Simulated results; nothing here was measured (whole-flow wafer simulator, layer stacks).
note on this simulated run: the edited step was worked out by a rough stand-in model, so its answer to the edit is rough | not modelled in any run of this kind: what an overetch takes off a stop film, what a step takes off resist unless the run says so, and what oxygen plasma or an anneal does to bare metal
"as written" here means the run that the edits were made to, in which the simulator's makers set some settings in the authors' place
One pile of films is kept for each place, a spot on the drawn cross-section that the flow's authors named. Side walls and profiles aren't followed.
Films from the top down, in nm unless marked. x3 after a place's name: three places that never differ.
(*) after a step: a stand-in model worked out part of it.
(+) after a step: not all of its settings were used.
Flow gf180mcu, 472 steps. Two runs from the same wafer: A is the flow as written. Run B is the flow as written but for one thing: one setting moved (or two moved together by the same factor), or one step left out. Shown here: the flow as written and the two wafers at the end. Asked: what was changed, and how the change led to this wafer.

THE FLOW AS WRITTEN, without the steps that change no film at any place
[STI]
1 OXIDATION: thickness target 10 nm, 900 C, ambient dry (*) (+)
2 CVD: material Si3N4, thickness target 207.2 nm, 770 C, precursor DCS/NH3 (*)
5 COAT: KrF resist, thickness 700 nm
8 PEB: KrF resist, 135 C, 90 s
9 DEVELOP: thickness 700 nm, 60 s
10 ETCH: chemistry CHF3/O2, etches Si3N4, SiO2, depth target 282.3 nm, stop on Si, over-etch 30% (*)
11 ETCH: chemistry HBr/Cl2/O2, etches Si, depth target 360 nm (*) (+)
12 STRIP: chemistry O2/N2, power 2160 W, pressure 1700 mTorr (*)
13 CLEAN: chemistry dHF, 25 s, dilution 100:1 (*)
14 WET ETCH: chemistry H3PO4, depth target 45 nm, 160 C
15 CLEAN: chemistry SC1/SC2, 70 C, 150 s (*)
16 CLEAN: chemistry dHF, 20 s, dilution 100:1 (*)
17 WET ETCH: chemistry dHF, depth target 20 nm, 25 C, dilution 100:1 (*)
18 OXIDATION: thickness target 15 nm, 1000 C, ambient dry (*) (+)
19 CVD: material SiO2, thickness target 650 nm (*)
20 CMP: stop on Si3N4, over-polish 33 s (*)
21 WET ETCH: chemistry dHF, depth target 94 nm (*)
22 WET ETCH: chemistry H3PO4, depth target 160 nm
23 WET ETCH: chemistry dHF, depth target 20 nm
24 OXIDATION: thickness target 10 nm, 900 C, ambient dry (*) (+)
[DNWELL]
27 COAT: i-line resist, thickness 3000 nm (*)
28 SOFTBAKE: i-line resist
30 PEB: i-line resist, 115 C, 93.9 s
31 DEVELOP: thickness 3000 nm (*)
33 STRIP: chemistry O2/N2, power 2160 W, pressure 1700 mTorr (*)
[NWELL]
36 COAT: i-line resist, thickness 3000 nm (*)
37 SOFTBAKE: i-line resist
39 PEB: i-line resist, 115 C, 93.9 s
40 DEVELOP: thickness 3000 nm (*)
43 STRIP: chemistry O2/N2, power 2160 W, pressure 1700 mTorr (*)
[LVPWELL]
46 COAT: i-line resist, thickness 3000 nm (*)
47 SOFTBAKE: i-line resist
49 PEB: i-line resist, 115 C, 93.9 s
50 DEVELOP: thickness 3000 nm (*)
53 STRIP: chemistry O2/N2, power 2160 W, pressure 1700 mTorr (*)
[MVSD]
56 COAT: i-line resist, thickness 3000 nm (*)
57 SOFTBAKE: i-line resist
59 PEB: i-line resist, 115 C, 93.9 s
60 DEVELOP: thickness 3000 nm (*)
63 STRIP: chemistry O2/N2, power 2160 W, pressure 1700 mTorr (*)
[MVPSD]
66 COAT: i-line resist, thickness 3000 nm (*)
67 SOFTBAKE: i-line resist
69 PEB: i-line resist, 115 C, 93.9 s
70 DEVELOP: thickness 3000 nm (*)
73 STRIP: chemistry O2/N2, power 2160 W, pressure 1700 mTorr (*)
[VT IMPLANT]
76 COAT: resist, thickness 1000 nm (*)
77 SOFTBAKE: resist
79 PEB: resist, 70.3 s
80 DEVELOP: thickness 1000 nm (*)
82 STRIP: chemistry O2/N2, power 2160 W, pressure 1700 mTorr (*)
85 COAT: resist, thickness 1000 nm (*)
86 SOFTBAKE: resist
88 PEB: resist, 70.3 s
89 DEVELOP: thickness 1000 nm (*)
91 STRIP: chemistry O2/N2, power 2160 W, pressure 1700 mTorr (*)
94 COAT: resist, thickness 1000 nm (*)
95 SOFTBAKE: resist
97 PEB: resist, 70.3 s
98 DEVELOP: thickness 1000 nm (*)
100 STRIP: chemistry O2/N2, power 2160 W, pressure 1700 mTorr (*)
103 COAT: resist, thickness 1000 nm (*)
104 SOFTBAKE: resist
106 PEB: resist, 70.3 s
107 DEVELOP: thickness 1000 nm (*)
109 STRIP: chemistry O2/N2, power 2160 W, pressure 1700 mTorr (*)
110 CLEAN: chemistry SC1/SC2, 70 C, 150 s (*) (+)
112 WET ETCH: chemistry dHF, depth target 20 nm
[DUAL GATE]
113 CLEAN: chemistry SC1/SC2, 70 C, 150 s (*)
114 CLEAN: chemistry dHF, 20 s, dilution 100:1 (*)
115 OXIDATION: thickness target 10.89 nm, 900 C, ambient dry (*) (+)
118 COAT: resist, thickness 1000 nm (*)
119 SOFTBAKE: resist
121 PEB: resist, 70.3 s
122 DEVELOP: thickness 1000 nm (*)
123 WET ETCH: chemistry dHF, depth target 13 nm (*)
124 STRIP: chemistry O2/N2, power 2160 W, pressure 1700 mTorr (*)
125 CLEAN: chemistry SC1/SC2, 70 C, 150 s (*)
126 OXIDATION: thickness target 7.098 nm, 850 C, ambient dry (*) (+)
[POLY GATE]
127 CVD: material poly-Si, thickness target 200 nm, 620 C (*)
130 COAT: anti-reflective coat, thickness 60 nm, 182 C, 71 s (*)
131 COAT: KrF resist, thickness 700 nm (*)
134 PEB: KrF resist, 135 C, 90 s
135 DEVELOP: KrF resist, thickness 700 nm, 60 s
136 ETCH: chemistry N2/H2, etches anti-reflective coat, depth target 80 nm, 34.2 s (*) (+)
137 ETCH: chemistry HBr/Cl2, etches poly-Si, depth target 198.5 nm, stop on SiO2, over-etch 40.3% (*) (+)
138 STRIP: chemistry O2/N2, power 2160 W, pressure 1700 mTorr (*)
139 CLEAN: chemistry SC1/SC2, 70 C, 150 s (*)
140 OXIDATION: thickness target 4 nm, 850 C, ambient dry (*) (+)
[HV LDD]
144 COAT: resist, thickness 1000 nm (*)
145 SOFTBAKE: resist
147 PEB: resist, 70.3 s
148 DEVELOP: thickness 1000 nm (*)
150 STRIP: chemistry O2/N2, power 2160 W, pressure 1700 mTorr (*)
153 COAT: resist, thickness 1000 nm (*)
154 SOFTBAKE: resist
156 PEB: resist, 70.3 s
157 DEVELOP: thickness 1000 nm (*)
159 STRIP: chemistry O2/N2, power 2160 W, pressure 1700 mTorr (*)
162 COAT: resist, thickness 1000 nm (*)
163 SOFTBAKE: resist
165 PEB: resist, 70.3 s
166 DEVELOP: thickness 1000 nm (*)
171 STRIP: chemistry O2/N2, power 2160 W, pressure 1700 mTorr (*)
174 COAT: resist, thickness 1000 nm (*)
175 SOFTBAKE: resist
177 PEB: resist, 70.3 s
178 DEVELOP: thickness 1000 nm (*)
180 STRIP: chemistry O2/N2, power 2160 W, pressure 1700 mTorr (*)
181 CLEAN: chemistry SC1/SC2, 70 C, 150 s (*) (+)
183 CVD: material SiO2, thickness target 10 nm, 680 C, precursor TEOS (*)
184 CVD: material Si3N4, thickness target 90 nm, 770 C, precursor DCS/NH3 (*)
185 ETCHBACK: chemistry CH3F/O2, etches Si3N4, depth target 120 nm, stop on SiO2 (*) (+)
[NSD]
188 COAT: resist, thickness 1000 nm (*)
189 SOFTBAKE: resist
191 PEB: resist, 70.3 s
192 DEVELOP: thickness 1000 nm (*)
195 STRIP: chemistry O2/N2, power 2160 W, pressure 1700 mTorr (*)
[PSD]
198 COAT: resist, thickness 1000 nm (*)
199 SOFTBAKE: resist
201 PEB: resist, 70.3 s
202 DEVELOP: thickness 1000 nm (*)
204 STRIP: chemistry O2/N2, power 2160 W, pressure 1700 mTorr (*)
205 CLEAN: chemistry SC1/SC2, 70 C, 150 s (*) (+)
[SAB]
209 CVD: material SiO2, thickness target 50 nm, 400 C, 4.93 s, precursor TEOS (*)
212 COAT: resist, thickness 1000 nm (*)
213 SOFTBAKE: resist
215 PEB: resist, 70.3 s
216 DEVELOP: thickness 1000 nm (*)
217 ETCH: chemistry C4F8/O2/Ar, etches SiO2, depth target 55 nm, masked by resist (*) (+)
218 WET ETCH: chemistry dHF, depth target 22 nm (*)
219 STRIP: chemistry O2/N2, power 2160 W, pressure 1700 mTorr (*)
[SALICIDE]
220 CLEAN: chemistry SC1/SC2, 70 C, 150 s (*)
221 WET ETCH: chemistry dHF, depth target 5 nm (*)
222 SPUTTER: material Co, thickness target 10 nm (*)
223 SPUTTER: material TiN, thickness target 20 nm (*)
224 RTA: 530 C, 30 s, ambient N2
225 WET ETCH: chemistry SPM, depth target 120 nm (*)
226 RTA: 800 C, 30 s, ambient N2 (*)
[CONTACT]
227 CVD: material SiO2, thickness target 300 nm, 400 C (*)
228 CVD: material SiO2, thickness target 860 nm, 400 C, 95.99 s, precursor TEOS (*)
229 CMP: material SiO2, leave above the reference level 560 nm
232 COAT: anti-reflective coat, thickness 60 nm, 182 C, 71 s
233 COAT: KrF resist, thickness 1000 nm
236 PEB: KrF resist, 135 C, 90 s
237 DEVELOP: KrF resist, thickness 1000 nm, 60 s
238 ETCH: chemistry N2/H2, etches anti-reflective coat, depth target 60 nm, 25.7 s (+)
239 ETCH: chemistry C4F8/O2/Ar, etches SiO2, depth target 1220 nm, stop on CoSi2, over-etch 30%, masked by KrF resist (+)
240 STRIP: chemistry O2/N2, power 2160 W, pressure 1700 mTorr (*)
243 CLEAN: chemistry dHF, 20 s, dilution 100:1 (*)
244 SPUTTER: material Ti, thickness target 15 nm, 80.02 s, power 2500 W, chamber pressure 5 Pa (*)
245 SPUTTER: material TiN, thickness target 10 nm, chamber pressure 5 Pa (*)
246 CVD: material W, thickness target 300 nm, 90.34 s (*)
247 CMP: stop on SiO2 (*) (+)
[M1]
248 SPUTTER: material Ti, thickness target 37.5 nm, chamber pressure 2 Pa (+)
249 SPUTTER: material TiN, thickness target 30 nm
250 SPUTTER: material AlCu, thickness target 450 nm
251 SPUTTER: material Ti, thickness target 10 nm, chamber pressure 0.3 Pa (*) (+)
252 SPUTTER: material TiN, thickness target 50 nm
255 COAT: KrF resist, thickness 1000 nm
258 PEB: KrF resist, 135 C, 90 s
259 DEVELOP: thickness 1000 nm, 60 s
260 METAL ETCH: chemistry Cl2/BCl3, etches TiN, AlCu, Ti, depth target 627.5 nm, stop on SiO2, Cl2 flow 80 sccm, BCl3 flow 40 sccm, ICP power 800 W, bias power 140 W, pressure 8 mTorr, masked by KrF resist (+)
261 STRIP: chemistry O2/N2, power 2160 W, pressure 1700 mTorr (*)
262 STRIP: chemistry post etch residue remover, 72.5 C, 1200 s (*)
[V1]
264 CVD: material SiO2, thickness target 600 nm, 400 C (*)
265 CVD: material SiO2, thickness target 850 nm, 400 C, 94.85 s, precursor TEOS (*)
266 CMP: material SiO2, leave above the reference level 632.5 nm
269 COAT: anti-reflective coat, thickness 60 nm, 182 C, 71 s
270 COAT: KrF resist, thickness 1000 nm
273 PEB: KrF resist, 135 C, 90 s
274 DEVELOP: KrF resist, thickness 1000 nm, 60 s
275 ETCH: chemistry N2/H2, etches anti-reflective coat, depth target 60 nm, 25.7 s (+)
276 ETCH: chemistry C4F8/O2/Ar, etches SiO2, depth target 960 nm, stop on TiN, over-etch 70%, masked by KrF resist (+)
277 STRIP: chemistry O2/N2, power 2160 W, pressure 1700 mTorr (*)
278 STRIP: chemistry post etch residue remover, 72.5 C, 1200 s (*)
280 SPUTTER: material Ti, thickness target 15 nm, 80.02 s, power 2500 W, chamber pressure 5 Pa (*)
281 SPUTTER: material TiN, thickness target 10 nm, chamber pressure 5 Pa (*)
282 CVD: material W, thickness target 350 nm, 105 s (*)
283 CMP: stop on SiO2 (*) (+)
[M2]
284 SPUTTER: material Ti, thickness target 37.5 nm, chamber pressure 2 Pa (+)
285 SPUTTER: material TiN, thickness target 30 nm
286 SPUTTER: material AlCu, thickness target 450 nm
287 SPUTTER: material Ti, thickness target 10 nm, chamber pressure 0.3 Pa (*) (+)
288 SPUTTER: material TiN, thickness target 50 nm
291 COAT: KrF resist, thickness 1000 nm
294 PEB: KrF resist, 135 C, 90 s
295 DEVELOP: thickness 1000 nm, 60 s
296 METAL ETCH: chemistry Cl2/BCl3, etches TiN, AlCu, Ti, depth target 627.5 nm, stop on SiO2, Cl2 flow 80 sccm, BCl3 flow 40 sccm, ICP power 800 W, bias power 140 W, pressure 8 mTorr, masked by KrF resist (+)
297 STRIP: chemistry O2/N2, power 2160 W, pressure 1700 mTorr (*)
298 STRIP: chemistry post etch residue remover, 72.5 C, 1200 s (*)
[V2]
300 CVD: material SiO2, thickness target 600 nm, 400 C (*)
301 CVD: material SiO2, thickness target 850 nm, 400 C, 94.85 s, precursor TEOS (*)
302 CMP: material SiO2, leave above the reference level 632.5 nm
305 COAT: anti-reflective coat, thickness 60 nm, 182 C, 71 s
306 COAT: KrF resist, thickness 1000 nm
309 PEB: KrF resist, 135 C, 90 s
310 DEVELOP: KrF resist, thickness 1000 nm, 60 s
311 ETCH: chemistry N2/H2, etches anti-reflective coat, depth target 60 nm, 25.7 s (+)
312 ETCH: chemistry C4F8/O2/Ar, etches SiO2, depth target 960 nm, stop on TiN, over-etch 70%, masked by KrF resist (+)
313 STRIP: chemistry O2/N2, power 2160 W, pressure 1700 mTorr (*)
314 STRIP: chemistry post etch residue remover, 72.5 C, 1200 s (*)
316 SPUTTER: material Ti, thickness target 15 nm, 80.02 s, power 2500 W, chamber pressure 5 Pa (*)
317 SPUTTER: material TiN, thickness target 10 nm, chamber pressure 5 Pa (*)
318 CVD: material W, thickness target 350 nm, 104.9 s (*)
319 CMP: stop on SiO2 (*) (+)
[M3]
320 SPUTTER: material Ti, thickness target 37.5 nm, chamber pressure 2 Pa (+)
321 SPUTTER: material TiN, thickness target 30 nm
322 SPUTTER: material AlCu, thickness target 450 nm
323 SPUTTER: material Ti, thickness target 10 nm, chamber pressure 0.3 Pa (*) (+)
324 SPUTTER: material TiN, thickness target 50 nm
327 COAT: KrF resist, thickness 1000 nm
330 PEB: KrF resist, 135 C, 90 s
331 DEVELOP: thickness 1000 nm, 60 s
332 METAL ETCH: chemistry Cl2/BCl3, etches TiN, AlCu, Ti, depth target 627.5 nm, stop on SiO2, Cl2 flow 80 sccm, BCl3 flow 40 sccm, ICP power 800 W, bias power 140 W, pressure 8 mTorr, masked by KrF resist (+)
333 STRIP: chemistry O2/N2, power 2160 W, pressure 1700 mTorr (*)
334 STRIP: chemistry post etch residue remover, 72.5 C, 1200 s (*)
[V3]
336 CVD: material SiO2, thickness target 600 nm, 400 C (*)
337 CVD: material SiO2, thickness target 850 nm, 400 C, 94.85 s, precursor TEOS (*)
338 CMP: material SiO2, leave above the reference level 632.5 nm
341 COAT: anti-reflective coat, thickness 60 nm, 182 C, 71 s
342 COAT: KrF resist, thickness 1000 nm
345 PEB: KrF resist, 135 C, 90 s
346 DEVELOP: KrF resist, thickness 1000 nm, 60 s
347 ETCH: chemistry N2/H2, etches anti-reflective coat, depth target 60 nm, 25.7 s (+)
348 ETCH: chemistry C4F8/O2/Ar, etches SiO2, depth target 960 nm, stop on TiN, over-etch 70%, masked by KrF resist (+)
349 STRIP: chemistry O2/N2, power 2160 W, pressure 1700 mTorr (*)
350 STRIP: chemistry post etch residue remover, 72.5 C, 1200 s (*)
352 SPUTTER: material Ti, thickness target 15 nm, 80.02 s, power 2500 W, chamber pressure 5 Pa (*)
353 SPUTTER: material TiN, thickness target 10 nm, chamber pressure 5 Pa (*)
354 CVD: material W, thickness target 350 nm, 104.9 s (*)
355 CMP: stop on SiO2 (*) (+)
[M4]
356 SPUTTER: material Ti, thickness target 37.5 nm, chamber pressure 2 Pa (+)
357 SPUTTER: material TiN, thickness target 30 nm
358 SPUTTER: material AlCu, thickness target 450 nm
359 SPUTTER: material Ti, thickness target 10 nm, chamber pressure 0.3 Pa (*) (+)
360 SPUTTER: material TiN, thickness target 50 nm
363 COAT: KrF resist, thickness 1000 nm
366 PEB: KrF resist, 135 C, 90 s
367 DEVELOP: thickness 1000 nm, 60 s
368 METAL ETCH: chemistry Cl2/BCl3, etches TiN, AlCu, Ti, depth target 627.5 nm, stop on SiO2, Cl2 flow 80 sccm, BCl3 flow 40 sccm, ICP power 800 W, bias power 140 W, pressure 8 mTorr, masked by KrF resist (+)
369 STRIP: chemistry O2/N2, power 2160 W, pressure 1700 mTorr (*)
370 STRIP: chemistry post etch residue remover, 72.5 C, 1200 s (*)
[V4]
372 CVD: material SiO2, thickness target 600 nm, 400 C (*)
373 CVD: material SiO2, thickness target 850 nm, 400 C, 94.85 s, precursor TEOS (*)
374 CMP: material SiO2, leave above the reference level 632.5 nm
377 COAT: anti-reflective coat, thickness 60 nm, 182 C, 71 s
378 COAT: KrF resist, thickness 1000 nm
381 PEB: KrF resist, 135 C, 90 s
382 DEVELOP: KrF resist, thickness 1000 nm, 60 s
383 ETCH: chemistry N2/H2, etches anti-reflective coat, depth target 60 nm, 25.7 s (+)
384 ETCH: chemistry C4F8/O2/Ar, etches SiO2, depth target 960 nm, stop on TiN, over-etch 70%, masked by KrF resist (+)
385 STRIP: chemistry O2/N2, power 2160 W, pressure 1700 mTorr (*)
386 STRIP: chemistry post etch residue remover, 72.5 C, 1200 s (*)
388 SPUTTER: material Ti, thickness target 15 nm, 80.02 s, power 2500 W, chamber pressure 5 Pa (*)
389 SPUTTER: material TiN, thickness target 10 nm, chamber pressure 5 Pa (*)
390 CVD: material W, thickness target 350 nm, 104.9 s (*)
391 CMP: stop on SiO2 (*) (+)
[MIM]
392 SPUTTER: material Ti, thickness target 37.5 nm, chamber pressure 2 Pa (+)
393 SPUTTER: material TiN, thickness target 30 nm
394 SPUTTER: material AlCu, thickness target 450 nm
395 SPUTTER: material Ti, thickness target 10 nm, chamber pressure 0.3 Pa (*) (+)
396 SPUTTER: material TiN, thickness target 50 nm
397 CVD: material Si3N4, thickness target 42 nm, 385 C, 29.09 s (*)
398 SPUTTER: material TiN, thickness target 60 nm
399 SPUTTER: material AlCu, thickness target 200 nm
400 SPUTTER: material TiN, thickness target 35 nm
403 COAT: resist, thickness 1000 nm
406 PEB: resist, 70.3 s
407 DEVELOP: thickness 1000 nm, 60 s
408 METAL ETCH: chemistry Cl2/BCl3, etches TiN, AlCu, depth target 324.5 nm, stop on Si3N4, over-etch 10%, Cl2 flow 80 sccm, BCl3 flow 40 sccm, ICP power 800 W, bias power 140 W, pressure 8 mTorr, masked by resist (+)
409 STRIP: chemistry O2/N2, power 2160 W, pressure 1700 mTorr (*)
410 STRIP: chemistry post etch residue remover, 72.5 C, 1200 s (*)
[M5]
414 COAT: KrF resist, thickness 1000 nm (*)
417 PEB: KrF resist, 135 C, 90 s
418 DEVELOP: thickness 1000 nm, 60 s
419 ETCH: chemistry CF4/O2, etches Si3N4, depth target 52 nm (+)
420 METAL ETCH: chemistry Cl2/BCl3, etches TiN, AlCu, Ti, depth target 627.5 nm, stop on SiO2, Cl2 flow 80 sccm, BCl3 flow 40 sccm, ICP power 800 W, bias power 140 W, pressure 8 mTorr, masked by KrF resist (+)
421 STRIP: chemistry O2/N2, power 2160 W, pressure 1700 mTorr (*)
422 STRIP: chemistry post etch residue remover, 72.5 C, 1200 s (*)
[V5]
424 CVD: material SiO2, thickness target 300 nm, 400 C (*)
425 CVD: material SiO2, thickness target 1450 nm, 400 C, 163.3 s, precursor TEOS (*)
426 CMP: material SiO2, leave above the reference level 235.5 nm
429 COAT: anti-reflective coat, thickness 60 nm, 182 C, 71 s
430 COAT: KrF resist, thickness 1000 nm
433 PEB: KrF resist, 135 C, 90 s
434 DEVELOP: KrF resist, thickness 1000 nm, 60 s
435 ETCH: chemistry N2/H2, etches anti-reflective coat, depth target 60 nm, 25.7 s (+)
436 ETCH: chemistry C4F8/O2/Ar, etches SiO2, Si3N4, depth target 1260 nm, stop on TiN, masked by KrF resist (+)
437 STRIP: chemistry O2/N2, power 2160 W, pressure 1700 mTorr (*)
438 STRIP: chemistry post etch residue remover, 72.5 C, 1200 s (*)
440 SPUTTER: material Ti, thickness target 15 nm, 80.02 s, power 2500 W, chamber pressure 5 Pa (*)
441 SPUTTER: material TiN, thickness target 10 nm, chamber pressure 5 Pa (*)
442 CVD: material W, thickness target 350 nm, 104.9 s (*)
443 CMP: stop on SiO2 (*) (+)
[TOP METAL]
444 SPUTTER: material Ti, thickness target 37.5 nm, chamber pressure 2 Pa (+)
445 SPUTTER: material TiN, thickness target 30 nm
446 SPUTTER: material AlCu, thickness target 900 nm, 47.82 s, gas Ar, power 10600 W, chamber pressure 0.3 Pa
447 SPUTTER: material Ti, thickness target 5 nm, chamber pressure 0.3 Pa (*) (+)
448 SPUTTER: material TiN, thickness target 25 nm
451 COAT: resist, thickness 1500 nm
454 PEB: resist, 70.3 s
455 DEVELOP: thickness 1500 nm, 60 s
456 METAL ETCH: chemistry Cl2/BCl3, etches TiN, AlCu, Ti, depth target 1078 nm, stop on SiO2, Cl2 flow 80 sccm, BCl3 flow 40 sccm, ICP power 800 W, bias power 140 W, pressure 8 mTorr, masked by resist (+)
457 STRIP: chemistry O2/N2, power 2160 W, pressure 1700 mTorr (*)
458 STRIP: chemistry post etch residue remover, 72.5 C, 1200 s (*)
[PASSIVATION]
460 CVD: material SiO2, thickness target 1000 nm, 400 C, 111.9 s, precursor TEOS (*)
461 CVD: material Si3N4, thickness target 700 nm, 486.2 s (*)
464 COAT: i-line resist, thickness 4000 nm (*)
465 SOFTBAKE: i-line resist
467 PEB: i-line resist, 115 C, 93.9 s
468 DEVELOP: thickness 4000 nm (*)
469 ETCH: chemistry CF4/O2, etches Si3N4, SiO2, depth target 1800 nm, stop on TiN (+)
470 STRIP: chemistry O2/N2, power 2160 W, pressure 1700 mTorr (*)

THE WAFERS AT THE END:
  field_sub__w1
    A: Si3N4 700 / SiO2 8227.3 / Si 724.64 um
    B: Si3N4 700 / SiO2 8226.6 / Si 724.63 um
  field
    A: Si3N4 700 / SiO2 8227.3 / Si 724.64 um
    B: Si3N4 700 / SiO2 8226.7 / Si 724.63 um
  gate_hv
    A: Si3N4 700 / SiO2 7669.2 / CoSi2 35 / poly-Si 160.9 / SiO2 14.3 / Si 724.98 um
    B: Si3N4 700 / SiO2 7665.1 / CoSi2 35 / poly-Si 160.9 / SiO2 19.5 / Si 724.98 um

The cause: step 115, OXIDATION: thickness target 16.6 nm was run, where the flow has thickness target 10.89 nm.

How the change led to this, step by step:
  115 OXIDATION: thickness target 10.89 nm, 900 C, ambient dry (*) (+)
      active, n_well, p_well and 40 more: A SiO2 +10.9 (new film), Si -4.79 | B SiO2 +16.6 (new film), Si -7.3
      sti, mim_1p0, pad and 21 more: A SiO2 +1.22, Si -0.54 | B SiO2 +2.38, Si -1.05
      (and at 25 more places)
  123 WET ETCH: chemistry dHF, depth target 13 nm (*)
      active, n_well, p_well and 12 more: A SiO2 -10.9 (all of it) | B SiO2 -13
  124 STRIP: chemistry O2/N2, power 2160 W, pressure 1700 mTorr (*)
      active, n_well, p_well and 12 more: A chemical SiO2 +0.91 (new film), Si -0.4 | B nothing
  126 OXIDATION: thickness target 7.098 nm, 850 C, ambient dry (*) (+)
      active, n_well, p_well and 12 more: A SiO2 +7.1 (new film), chemical SiO2 -0.76 (all of it), Si -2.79 | B SiO2 +4.65, Si -2.05
      gate_hv, active_hv, active_nat and 25 more: A SiO2 +3.72, Si -1.64 | B SiO2 +3.21, Si -1.41
  130 COAT: anti-reflective coat, thickness 60 nm, 182 C, 71 s (*)
      p_well, spacer, sd_n: A anti-reflective coat +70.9 (new film) | B anti-reflective coat +72.4 (new film)
      field__w6: A anti-reflective coat +55.2 (new film) | B anti-reflective coat +56.6 (new film)
      (and at 12 more places)
  136 ETCH: chemistry N2/H2, etches anti-reflective coat, depth target 80 nm, 34.2 s (*) (+)
      p_well, spacer, sd_n: A anti-reflective coat -70.9 (all of it), poly-Si -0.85 | B anti-reflective coat -72.4 (all of it), poly-Si -0.81
      field__w6: A anti-reflective coat -55.2 (all of it), poly-Si -1.25 | B anti-reflective coat -56.6 (all of it), poly-Si -1.22
      (and at 7 more places)
  138 STRIP: chemistry O2/N2, power 2160 W, pressure 1700 mTorr (*)
      ld_fp_n: A chemical SiO2 +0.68 (new film), KrF resist -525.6 (all of it), anti-reflective coat -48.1 (all of it), poly-Si -0.3 | B chemical SiO2 +0.68 (new film), KrF resist -525.6 (all of it), anti-reflective coat -49.1 (all of it), poly-Si -0.3
      ld_fp_p: A chemical SiO2 +0.68 (new film), KrF resist -526.2 (all of it), anti-reflective coat -47.8 (all of it), poly-Si -0.3 | B chemical SiO2 +0.68 (new film), KrF resist -525.9 (all of it), anti-reflective coat -49.1 (all of it), poly-Si -0.3
      (and at 3 more places)
  189 SOFTBAKE: resist
      field__w9: A resist +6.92 | B resist -3.07
      active_nat: A resist +5.49 | B resist +9.32
  199 SOFTBAKE: resist
      field__w9: A resist +6.92 | B resist -3.07
      active_nat: A resist +5.49 | B resist +9.32
  218 WET ETCH: chemistry dHF, depth target 22 nm (*)
      active, p_well, sd_n, iso_ptap_pw, iso_ntap_nw, iso_ptap_sub, vpnp_e: A SiO2 -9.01 (all of it) | B SiO2 -9.82 (all of it)
      ldn_tap, ldn_src, ldn_drn, ldp_tap, ldp_src, ldp_drn, ldp_gr: A SiO2 -16 (all of it) | B SiO2 -21.1 (all of it)
      (and at 9 more places)
